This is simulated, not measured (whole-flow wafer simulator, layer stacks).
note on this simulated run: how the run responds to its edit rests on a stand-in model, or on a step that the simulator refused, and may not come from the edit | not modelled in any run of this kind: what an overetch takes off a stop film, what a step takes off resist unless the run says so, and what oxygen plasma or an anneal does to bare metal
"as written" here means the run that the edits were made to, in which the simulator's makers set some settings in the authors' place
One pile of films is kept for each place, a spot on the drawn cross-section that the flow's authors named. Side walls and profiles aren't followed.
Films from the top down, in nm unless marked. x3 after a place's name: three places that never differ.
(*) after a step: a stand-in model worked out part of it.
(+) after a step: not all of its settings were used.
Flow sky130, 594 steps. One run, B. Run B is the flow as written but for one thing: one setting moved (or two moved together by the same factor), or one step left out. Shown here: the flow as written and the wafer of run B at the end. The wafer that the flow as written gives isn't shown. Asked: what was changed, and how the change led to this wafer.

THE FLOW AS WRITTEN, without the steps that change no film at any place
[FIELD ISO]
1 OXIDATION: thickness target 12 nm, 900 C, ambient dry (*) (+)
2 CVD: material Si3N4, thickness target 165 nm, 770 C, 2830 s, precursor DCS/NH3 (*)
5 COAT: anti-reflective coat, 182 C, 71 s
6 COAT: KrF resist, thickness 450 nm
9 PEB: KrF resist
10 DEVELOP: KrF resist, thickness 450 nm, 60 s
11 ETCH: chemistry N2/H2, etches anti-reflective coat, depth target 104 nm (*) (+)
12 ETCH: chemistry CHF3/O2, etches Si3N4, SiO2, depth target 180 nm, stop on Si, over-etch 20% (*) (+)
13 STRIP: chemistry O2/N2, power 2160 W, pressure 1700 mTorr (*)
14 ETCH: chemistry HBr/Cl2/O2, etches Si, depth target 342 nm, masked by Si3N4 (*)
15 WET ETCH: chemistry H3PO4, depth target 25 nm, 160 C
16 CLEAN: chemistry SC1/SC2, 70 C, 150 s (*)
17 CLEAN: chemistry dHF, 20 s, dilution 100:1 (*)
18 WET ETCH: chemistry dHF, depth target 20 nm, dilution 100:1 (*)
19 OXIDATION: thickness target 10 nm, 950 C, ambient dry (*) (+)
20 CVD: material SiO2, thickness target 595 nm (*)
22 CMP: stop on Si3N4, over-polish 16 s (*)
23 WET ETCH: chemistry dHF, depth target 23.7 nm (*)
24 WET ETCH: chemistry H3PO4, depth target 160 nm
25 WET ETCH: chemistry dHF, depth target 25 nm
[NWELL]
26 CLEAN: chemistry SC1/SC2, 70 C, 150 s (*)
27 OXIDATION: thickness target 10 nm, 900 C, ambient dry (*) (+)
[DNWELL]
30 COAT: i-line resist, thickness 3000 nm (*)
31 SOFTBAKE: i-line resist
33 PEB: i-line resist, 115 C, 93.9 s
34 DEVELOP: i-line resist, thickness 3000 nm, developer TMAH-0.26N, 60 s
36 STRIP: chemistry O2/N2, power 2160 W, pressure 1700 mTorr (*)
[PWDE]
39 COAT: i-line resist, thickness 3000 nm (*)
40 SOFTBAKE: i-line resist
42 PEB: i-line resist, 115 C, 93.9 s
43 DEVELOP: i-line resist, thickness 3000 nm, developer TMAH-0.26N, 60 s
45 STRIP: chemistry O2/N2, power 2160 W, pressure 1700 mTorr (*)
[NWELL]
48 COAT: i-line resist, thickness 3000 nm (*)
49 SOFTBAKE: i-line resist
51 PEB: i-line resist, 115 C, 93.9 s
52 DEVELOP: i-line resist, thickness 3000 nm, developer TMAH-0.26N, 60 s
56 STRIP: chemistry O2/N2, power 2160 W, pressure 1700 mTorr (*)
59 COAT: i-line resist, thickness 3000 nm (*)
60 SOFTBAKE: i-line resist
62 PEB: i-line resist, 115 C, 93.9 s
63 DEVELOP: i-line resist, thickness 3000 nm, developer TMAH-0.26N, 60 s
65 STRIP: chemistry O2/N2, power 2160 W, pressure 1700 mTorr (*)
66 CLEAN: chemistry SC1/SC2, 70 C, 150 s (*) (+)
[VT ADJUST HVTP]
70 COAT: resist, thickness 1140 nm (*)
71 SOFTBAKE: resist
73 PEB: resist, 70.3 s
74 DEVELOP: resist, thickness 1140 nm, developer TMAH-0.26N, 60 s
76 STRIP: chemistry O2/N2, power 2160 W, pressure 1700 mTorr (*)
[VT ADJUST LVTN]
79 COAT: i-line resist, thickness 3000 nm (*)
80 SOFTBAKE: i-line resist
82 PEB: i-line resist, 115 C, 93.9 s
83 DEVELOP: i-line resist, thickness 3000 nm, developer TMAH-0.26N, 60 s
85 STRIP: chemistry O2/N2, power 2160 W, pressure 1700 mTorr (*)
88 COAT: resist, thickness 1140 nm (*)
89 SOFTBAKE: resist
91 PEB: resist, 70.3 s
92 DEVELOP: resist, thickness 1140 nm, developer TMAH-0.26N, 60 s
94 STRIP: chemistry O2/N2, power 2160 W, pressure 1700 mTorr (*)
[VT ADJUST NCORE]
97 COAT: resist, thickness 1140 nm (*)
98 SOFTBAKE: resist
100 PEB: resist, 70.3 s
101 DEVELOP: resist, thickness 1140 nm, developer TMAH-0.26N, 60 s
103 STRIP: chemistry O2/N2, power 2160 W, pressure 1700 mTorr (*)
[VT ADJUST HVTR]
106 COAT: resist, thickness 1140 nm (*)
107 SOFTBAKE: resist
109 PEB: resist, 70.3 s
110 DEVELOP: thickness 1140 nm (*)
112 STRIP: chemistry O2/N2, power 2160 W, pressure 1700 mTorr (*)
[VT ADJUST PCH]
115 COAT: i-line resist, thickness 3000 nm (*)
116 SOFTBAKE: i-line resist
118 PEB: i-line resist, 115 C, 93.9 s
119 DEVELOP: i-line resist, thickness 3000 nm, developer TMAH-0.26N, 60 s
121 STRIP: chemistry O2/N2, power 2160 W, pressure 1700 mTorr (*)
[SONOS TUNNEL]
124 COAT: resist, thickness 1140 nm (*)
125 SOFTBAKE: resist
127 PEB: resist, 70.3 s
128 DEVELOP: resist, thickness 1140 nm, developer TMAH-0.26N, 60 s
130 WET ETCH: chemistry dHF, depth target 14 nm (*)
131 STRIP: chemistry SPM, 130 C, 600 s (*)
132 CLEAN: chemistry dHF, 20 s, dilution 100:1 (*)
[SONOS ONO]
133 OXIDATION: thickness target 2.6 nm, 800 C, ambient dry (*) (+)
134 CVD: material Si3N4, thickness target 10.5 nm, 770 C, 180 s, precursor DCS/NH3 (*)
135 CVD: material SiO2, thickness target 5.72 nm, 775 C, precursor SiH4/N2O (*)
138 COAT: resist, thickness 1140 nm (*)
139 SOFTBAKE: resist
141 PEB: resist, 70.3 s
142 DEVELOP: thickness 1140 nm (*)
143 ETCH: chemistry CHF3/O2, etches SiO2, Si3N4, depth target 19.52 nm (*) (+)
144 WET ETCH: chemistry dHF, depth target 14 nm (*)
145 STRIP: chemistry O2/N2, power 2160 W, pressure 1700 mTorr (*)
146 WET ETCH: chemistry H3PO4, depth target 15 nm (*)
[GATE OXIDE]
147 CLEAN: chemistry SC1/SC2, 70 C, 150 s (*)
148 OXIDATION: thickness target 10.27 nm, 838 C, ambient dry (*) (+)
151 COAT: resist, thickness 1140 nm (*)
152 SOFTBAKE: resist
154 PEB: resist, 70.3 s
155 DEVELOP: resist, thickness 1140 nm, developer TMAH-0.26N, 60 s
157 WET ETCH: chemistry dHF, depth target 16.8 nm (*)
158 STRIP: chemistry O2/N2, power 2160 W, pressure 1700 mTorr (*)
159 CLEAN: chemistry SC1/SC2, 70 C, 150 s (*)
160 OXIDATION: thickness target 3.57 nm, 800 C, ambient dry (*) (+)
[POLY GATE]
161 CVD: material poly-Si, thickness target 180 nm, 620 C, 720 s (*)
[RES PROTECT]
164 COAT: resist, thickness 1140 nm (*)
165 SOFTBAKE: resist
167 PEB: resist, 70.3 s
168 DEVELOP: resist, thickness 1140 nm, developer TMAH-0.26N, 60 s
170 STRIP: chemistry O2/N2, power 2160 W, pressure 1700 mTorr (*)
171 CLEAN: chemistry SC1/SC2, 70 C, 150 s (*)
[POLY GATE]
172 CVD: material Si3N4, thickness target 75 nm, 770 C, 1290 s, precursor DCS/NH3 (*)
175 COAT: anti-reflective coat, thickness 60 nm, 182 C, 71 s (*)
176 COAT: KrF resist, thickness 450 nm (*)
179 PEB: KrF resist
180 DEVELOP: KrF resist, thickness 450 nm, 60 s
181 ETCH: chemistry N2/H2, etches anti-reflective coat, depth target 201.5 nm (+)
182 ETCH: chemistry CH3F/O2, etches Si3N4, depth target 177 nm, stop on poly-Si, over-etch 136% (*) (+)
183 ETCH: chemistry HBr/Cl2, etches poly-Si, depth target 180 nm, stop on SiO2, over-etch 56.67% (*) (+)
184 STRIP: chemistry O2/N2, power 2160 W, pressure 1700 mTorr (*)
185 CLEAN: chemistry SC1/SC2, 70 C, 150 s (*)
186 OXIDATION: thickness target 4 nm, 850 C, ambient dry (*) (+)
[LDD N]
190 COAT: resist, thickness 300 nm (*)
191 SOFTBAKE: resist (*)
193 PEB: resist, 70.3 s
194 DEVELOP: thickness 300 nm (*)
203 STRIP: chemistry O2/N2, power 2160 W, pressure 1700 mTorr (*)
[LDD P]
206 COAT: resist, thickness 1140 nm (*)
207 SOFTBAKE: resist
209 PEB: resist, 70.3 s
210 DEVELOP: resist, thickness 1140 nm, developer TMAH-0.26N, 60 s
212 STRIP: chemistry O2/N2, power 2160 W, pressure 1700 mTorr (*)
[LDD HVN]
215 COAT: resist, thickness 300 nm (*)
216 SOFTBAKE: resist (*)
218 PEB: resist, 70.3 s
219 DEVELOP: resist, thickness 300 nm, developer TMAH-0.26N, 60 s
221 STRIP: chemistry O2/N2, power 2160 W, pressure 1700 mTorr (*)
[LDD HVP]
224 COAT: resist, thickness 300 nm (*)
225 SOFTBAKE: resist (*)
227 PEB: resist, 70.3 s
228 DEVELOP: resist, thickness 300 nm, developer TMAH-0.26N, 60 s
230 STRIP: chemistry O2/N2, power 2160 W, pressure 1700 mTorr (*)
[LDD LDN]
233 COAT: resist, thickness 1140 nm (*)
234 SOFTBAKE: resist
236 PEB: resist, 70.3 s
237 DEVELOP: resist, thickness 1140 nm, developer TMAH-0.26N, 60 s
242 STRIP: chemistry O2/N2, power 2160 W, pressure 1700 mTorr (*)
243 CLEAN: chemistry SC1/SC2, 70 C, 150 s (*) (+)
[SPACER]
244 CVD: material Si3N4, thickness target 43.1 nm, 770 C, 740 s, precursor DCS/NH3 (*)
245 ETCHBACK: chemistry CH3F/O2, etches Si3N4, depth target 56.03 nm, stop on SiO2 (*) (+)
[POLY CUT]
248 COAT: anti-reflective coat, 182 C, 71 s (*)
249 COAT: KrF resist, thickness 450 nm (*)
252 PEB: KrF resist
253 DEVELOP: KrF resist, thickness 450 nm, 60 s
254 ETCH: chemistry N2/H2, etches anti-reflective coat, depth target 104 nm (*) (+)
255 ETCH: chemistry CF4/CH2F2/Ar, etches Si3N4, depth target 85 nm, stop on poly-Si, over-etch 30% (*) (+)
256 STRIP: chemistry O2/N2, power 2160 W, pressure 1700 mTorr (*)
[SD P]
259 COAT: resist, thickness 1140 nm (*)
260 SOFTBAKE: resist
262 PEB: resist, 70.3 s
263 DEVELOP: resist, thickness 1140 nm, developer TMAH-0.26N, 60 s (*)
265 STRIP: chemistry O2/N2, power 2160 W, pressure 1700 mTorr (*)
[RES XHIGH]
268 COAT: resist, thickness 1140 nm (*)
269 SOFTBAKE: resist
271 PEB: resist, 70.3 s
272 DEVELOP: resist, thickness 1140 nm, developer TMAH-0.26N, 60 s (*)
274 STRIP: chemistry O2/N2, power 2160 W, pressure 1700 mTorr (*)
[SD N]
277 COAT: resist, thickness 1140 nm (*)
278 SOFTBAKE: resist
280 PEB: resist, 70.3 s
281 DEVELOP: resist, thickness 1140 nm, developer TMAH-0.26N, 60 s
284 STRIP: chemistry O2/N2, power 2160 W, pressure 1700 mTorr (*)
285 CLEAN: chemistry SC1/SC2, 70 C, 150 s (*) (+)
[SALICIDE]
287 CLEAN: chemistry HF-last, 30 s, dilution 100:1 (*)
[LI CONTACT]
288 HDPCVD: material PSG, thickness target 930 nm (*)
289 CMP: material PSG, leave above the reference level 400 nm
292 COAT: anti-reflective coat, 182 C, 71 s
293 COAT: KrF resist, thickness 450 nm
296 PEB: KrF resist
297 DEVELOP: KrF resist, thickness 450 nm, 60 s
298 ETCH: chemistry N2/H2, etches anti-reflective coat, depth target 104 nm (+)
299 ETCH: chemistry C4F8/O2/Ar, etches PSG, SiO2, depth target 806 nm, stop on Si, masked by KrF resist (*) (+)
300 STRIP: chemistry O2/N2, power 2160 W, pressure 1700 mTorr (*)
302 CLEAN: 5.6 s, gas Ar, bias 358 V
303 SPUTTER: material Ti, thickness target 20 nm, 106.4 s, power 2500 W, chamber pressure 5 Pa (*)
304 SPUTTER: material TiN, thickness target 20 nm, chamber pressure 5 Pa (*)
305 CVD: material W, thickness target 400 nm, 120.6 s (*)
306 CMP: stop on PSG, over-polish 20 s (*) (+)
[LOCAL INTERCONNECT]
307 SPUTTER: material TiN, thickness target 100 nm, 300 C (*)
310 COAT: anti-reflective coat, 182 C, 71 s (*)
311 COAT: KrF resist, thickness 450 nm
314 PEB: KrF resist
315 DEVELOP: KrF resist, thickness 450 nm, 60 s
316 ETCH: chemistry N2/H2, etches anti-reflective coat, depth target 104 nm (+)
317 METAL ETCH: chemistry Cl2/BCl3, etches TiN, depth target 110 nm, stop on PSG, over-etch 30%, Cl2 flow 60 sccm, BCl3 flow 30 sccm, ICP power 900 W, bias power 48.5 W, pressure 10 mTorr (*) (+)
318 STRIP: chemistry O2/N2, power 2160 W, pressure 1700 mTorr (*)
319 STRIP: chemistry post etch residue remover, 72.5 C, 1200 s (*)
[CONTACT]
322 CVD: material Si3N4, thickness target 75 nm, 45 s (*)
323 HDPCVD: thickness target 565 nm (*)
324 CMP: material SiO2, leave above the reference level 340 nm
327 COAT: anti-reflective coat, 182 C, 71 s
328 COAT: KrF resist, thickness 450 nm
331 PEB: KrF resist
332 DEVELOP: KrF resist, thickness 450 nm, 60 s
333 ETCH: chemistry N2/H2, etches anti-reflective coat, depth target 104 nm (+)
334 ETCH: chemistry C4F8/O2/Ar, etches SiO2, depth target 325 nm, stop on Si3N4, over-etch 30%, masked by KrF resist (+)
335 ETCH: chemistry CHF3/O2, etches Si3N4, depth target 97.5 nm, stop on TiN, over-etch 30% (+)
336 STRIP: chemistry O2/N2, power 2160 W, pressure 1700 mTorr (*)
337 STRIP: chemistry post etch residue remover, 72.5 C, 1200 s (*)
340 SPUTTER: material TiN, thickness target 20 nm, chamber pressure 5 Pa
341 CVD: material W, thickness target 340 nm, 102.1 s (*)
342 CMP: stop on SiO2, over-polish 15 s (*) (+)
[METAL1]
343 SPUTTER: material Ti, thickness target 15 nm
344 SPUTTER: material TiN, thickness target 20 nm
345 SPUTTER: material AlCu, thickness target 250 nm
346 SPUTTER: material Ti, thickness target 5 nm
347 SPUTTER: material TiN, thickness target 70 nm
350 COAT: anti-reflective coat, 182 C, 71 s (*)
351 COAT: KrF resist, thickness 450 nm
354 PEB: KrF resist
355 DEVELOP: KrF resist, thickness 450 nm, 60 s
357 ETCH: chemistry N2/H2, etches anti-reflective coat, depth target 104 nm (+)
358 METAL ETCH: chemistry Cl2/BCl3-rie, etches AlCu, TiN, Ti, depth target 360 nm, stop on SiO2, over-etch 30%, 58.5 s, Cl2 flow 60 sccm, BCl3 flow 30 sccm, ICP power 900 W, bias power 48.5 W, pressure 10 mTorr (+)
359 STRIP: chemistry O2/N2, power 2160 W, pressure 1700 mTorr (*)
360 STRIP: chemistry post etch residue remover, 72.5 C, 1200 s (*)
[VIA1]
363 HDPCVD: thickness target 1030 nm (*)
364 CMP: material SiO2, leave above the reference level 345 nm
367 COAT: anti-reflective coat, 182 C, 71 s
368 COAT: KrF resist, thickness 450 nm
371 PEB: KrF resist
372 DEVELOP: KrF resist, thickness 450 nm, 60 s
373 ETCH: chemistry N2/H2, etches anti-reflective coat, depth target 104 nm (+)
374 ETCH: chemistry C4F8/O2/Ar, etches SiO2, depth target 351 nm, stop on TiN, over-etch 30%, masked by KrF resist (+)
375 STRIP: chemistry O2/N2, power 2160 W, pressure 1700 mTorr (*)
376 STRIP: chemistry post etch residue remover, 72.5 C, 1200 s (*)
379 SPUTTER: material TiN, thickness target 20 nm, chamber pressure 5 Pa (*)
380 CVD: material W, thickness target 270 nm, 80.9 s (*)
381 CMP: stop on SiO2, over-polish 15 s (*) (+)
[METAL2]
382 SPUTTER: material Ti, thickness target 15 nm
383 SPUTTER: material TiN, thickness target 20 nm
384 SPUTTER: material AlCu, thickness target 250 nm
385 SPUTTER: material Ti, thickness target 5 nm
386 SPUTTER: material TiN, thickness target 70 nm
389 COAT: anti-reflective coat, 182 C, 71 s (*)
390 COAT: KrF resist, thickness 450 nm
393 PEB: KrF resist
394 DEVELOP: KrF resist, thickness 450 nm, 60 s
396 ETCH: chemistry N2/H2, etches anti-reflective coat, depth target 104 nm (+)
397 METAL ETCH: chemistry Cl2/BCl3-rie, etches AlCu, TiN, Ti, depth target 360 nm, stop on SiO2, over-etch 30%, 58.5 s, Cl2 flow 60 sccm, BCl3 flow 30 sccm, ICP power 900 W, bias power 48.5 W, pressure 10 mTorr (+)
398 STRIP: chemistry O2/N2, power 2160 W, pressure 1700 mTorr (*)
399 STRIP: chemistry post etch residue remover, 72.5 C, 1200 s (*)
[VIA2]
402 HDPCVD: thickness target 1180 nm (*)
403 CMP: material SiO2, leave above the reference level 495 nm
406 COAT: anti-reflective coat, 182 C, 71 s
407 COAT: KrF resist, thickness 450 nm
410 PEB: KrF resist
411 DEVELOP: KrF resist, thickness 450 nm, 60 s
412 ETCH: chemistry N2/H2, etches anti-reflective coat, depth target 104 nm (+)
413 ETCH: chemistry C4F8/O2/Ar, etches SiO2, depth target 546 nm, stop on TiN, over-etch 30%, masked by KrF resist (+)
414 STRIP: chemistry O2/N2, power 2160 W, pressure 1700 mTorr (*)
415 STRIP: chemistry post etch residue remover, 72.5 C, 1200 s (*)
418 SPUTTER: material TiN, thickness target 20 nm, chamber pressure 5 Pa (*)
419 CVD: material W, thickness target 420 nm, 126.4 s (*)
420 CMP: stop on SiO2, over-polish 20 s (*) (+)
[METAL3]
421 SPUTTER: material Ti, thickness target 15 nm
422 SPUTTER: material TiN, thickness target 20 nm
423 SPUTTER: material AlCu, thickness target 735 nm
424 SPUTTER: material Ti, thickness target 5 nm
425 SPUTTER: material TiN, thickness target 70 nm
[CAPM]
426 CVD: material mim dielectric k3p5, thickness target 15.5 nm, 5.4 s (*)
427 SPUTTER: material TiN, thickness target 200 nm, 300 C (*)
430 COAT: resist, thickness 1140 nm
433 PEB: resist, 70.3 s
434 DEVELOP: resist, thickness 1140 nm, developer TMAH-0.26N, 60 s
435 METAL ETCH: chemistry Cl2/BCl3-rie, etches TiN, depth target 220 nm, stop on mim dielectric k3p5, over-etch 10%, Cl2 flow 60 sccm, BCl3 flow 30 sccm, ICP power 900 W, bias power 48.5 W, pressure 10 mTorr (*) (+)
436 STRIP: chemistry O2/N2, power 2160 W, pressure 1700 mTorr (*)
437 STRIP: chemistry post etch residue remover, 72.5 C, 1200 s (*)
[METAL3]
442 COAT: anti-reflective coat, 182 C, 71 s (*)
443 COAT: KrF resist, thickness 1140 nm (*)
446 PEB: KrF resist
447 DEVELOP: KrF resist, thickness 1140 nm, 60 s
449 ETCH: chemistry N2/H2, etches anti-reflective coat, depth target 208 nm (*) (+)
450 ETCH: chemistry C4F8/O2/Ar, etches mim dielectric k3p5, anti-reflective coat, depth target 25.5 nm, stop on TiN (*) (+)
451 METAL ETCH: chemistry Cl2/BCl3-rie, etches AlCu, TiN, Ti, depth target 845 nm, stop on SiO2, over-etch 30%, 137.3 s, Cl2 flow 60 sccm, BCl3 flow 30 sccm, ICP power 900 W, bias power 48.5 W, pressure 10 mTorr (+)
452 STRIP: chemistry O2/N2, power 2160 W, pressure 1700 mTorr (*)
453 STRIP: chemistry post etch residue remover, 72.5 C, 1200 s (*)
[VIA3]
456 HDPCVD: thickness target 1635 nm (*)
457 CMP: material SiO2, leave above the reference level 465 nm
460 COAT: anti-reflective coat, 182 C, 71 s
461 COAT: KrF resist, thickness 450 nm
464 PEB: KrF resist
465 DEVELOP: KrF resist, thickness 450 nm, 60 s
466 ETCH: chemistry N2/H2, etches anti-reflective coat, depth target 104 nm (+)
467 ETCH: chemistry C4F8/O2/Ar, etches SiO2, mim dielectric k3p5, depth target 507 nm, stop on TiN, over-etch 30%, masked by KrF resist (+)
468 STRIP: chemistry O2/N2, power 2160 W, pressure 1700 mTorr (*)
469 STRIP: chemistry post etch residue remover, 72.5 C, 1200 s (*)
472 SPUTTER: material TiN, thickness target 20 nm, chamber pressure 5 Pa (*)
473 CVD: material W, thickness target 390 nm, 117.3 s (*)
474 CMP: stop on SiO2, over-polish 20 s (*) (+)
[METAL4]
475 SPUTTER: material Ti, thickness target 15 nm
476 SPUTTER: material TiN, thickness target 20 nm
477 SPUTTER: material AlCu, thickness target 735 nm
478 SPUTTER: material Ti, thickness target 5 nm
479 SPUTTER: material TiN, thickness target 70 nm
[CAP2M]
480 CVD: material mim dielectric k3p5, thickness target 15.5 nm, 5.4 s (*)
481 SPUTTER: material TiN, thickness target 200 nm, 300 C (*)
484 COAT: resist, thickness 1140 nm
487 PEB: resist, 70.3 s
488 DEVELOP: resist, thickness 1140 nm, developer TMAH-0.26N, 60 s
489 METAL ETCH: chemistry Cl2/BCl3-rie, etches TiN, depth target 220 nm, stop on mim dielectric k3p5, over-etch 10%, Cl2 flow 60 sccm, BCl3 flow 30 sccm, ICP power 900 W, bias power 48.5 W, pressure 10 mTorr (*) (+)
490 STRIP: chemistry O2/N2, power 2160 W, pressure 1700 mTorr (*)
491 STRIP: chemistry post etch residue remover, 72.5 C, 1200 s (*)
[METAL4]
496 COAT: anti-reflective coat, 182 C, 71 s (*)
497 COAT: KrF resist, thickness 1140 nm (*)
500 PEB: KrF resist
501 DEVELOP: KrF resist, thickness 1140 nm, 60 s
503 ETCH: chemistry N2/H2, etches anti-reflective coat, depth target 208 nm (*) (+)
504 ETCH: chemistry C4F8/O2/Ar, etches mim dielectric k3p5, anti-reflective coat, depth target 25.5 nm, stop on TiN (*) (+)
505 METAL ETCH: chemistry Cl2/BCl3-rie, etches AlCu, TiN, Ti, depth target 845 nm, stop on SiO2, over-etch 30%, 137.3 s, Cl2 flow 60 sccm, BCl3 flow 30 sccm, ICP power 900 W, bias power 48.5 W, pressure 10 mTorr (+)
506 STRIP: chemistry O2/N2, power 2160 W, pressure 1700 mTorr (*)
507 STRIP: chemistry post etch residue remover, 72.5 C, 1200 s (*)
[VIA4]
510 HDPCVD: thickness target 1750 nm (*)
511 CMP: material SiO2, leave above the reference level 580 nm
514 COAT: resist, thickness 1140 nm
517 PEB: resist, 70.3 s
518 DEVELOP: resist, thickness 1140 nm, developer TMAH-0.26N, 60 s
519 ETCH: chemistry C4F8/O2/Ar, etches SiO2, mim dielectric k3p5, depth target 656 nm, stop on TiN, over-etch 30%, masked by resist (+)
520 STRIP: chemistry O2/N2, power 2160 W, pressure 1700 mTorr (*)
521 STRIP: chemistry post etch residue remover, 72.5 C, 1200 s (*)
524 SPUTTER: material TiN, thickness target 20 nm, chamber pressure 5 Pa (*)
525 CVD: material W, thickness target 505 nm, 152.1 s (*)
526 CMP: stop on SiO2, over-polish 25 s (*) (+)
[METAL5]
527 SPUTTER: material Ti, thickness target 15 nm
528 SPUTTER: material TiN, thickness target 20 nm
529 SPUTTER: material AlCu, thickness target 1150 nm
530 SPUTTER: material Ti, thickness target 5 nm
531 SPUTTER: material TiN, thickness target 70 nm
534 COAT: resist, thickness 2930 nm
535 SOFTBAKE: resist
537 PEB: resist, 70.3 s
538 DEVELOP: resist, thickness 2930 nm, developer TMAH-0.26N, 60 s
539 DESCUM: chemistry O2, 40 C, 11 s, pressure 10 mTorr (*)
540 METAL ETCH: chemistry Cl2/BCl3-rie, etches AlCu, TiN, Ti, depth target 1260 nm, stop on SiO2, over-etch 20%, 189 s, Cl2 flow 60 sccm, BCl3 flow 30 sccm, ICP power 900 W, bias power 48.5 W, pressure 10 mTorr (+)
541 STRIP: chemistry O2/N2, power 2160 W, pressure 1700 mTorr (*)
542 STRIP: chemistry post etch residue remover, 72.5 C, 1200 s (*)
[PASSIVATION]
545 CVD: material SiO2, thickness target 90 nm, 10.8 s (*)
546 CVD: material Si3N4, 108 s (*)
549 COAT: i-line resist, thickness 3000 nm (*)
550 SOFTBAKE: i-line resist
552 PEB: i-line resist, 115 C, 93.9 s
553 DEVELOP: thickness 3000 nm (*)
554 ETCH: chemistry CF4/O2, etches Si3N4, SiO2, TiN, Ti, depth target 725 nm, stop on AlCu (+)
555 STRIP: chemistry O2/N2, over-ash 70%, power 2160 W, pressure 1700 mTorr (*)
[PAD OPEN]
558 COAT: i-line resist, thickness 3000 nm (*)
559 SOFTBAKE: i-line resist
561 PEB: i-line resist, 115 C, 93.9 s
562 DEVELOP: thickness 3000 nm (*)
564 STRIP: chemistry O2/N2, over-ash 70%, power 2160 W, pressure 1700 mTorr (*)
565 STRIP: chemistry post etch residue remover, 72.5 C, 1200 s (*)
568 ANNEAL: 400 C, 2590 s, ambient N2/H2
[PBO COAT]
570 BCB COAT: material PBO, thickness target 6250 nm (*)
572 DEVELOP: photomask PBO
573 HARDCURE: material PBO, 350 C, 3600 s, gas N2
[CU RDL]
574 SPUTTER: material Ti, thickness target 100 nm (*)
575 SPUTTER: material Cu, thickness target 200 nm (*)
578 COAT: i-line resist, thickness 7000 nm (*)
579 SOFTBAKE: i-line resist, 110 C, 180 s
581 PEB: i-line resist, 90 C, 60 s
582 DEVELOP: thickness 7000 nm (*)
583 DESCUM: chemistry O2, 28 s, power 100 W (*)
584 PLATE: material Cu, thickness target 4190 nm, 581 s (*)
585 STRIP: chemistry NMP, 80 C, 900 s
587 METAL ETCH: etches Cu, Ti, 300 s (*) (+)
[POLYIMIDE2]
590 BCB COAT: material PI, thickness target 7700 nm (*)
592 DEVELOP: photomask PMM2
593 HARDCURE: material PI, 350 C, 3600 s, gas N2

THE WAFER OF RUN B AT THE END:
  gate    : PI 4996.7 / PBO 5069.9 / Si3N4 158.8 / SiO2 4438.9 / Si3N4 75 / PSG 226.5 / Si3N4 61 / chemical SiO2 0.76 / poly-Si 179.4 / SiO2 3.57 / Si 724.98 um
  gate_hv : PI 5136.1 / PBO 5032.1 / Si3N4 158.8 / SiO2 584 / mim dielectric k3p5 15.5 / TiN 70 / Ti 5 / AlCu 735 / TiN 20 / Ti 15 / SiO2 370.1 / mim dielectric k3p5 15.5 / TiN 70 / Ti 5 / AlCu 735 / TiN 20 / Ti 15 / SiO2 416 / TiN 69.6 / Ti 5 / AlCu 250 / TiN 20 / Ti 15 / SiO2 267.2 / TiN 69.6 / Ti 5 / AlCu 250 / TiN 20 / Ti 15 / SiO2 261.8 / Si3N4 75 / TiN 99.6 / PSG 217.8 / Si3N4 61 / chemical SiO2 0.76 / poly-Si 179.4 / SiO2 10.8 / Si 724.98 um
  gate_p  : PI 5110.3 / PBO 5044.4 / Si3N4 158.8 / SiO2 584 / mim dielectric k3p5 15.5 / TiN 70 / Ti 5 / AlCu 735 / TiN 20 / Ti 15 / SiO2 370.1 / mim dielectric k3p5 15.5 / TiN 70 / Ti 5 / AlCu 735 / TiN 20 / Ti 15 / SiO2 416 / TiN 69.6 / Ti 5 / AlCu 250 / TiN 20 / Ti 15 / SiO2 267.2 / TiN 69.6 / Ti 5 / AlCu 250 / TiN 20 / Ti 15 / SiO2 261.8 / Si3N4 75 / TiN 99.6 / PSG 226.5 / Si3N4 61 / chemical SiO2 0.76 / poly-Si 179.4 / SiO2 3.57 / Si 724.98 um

The cause: step 289, CMP: leave above the reference level 236 nm was run, where the flow has leave above the reference level 400 nm.

How the change led to this, step by step:
  289 CMP: material PSG, leave above the reference level 400 nm
      gate, spacer, gate_p and 34 more: PSG -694 (as written it would be: PSG -530)
      mim, vpp_sp, vpp_ln and 30 more: PSG -497.9 (as written it would be: PSG -333.9)
      (and at 122 more places)
  299 ETCH: chemistry C4F8/O2/Ar, etches PSG, SiO2, depth target 806 nm, stop on Si, masked by KrF resist (*) (+)
      field, active, n_well and 184 more: KrF resist -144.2 (as written it would be: KrF resist -161.2)
      contact, ndiff_licon, ndiff_licon_cpp: PSG -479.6 (all of it), SiO2 -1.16 (all of it) (as written it would be: PSG -643.6 (all of it), SiO2 -1.16 (all of it))
      (and at 2 more places)
  300 STRIP: chemistry O2/N2, power 2160 W, pressure 1700 mTorr (*)
      field, active, n_well and 184 more: KrF resist -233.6 (all of it), anti-reflective coat -80 (all of it) (as written it would be: KrF resist -216.6 (all of it), anti-reflective coat -80 (all of it))
  303 SPUTTER: material Ti, thickness target 20 nm, 106.4 s, power 2500 W, chamber pressure 5 Pa (*)
      ndiff_licon: Ti +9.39 (new film) (as written it would be: Ti +7.24 (new film))
      ndiff_licon_cpp: Ti +8.45 (new film) (as written it would be: Ti +6.53 (new film))
      (and at 1 more place)
  304 SPUTTER: material TiN, thickness target 20 nm, chamber pressure 5 Pa (*)
      ndiff_licon: TiN +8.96 (new film) (as written it would be: TiN +6.83 (new film))
      ndiff_licon_cpp: TiN +8.08 (new film) (as written it would be: TiN +6.17 (new film))
      (and at 1 more place)
  305 CVD: material W, thickness target 400 nm, 120.6 s (*)
      ndiff_licon: W +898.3 (new film) (as written it would be: W +1066.5 (new film))
      ndiff_licon_cpp: W +900.1 (new film) (as written it would be: W +1067.9 (new film))
      (and at 1 more place)
  306 CMP: stop on PSG, over-polish 20 s (*) (+)
      poly_licon: W -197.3 (as written it would be: W -33.3)
